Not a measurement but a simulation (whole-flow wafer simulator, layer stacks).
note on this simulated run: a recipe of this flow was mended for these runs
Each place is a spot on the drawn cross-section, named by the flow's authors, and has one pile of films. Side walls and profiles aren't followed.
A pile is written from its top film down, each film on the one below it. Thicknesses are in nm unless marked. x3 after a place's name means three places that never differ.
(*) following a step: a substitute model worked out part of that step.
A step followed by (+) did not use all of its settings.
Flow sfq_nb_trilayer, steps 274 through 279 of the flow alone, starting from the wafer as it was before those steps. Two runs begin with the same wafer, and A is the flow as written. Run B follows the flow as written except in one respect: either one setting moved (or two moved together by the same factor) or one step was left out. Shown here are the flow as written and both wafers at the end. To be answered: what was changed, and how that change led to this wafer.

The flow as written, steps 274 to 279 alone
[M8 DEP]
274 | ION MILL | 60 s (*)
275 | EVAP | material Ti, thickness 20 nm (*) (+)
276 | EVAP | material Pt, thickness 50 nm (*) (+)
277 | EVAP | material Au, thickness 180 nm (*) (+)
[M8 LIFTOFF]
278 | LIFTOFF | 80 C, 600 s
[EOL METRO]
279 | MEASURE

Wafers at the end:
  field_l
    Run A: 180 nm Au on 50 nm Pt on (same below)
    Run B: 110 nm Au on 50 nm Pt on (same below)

The reason: step 277, EVAP: thickness 110 nm was run, whereas the flow has thickness 180 nm.
The wafer itself shows it: field_l has Au 110, and step 277 as written asks for 180 nm.

Step by step, how the change led to this:
  277 | EVAP | material Au, thickness 180 nm (*) (+)
      field_l, v_sur, via_wl and 103 more: A +180 Au (new film) | B +110 Au (new film)
  278 | LIFTOFF | 80 C, 600 s
      p4_fl, p4_fm, p4_w1 and 71 more: A -180 Au (all of it), -50 Pt (all of it), -20 Ti (all of it), -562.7 KrF-resist-other-grade (all of it), -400 lift-off-underlayer (all of it) | B -110 Au (all of it), -50 Pt (all of it), -20 Ti (all of it), -562.7 KrF-resist-other-grade (all of it), -400 lift-off-underlayer (all of it)
      r_sur, res, r_end: A -180 Au (all of it), -50 Pt (all of it), -20 Ti (all of it), -559.9 KrF-resist-other-grade (all of it), -399.5 lift-off-underlayer (all of it) | B -110 Au (all of it), -50 Pt (all of it), -20 Ti (all of it), -559.9 KrF-resist-other-grade (all of it), -399.5 lift-off-underlayer (all of it)
      (also at 18 further places)
